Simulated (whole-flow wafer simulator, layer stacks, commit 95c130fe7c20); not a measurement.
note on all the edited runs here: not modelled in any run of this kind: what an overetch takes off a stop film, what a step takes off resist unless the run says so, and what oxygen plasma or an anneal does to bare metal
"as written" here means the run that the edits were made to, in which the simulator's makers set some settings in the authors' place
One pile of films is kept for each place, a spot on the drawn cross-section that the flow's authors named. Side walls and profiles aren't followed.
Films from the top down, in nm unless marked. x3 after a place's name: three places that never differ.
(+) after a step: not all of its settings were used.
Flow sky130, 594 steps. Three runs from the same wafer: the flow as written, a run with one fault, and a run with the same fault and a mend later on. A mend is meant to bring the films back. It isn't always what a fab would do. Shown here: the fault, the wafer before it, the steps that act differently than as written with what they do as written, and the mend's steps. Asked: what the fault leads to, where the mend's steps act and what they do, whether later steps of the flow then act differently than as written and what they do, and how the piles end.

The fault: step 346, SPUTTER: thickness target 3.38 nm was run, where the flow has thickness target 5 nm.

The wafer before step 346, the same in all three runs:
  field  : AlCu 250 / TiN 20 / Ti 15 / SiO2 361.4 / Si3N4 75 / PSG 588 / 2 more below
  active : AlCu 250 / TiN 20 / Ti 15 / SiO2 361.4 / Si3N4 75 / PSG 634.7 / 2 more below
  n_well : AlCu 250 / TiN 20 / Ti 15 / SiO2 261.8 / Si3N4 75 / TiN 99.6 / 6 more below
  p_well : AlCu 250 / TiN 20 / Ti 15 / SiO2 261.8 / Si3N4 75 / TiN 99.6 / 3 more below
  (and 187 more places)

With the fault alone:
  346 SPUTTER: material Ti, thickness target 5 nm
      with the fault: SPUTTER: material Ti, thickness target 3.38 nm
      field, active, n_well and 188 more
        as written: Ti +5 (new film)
        with the fault: Ti +3.38 (new film)
  Later steps of the flow that act differently than as written (21 more steps differ only slightly, by at most 2% or 0.5 nm, whichever is larger, and aren't shown):
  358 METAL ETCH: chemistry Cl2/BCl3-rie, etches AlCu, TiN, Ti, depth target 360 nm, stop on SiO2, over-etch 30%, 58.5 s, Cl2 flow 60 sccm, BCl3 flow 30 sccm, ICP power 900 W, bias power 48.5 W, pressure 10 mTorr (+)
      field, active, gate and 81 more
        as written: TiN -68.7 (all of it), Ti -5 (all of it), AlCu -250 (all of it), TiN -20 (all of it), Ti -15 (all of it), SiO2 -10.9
        with the fault: TiN -68.7 (all of it), Ti -3.38 (all of it), AlCu -250 (all of it), TiN -20 (all of it), Ti -15 (all of it), SiO2 -11.1
  At the end the piles differ from the flow's by more than 2% or 0.5 nm, whichever is larger, at n_well, p_well, gate_hv and 104 more.
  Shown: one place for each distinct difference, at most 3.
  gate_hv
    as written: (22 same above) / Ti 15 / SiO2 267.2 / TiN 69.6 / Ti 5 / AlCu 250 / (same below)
    with the fault: (22 same above) / Ti 15 / SiO2 268.9 / TiN 69.6 / Ti 3.38 / AlCu 250 / (same below)
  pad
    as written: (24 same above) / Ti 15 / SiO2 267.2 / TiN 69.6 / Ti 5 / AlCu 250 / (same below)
    with the fault: (24 same above) / Ti 15 / SiO2 268.9 / TiN 69.6 / Ti 3.38 / AlCu 250 / (same below)
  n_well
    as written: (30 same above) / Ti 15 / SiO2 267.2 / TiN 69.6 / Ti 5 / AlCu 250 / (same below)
    with the fault: (30 same above) / Ti 15 / SiO2 268.9 / TiN 69.6 / Ti 3.38 / AlCu 250 / (same below)

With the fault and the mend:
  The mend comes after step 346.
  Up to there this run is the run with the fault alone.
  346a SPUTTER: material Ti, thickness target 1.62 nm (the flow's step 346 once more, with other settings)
      field, active, n_well and 188 more
        Ti +1.62
  No later step of the flow acts differently than as written at any place that is followed.
  At the end the piles are the same as the flow's at every place that both follow.
